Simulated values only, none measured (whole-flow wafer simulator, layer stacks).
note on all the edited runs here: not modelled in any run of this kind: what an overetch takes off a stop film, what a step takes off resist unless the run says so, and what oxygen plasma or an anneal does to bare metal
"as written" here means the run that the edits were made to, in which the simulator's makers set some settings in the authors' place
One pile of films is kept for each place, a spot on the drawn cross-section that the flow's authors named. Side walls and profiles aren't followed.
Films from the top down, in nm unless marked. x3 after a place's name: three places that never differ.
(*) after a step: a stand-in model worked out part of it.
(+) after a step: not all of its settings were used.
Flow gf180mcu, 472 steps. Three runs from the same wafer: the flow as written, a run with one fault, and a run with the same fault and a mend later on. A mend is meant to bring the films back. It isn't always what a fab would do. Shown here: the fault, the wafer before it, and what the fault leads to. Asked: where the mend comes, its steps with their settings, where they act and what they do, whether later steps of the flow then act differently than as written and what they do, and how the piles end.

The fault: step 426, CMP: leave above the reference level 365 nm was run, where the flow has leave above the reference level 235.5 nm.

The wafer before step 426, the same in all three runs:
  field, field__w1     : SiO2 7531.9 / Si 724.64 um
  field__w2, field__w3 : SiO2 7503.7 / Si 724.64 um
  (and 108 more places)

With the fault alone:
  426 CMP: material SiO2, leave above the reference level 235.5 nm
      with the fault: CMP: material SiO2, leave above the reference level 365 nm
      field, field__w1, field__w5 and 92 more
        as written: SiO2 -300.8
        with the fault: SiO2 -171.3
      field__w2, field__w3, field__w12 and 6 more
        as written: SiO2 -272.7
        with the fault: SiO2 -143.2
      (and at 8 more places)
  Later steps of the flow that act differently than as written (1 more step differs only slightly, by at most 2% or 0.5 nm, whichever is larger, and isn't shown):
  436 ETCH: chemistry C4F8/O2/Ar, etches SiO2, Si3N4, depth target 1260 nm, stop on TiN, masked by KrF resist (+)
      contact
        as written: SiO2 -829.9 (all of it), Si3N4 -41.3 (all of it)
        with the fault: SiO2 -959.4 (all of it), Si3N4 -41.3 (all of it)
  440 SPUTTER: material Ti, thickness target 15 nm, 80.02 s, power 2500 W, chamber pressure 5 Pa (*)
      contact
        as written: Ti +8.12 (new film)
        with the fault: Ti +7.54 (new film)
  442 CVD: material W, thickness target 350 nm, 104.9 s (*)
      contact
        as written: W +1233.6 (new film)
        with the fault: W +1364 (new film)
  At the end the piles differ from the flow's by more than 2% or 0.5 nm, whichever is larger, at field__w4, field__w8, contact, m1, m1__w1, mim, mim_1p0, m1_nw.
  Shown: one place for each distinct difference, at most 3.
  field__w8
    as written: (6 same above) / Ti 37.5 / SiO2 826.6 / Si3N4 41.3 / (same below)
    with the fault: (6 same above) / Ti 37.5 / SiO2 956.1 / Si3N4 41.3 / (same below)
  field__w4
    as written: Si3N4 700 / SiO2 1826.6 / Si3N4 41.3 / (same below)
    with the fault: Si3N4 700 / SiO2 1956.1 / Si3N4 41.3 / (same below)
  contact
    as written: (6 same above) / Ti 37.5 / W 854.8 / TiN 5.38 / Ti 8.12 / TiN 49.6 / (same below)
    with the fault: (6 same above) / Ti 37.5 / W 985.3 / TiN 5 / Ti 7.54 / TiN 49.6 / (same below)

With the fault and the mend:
  The mend comes after step 426.
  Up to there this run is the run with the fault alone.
  426a CMP: material SiO2, leave above the reference level 235.5 nm (the flow's step 426 once more)
      field, field__w1, field__w2 and 109 more
        SiO2 -129.5
  No later step of the flow acts differently than as written at any place that is followed.
  At the end the piles are the same as the flow's at every place that both follow.
